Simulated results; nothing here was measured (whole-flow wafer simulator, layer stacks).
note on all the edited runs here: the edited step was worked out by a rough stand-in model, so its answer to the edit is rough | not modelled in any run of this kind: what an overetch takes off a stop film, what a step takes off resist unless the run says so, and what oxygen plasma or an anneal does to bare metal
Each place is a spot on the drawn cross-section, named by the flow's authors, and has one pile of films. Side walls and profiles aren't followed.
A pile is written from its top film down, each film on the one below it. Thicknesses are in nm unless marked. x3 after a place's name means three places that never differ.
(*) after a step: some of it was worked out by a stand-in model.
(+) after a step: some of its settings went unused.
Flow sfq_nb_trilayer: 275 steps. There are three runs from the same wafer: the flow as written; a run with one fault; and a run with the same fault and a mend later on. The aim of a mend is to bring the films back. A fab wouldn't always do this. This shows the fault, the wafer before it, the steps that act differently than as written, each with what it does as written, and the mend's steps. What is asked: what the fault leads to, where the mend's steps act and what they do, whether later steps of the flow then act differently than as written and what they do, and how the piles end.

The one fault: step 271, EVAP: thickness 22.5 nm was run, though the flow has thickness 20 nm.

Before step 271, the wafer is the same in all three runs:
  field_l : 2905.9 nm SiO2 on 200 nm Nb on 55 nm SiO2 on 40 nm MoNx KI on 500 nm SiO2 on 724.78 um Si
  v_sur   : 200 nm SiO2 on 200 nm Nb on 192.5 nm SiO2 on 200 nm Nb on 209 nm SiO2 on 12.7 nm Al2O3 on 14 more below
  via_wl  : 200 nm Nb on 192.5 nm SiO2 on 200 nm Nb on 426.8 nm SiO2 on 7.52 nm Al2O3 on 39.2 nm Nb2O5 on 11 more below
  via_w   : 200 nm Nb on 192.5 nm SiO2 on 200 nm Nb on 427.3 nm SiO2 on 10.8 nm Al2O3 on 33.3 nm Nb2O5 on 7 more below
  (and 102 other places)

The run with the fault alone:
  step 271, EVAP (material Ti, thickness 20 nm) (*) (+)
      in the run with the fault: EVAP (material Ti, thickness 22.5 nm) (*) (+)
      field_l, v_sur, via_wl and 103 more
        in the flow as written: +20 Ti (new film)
        in the run with the fault: +22.5 Ti (new film)
  Steps further on in the flow that do not act as written:
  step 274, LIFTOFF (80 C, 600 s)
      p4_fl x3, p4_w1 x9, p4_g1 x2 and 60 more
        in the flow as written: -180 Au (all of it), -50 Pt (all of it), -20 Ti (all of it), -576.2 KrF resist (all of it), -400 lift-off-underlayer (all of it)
        in the run with the fault: -180 Au (all of it), -50 Pt (all of it), -22.5 Ti (all of it), -576.2 KrF resist (all of it), -400 lift-off-underlayer (all of it)
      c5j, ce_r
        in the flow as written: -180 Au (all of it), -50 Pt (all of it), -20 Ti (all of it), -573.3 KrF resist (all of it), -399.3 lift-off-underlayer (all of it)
        in the run with the fault: -180 Au (all of it), -50 Pt (all of it), -22.5 Ti (all of it), -573.3 KrF resist (all of it), -399.3 lift-off-underlayer (all of it)
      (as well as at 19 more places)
  By the end, the piles at field_l, v_sur, via_wl and 8 more depart from the flow's by more than 2% or 0.5 nm, whichever is larger.
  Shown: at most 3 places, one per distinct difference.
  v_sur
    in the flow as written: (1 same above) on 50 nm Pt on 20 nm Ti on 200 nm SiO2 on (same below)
    in the run with the fault: (1 same above) on 50 nm Pt on 22.5 nm Ti on 200 nm SiO2 on (same below)
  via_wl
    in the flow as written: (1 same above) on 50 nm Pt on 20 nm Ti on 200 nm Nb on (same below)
    in the run with the fault: (1 same above) on 50 nm Pt on 22.5 nm Ti on 200 nm Nb on (same below)
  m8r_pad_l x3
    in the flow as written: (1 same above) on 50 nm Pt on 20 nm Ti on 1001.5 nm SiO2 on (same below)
    in the run with the fault: (1 same above) on 50 nm Pt on 22.5 nm Ti on 1001.5 nm SiO2 on (same below)

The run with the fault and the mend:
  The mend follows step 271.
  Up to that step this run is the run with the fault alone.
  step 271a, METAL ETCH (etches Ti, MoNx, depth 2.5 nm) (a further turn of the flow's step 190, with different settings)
      field_l, v_sur, via_wl and 103 more
        -2.5 Ti
  None of the later steps of the flow acts differently than as written at any place that is followed.
  By the end, the piles equal the flow's at every place that both follow.
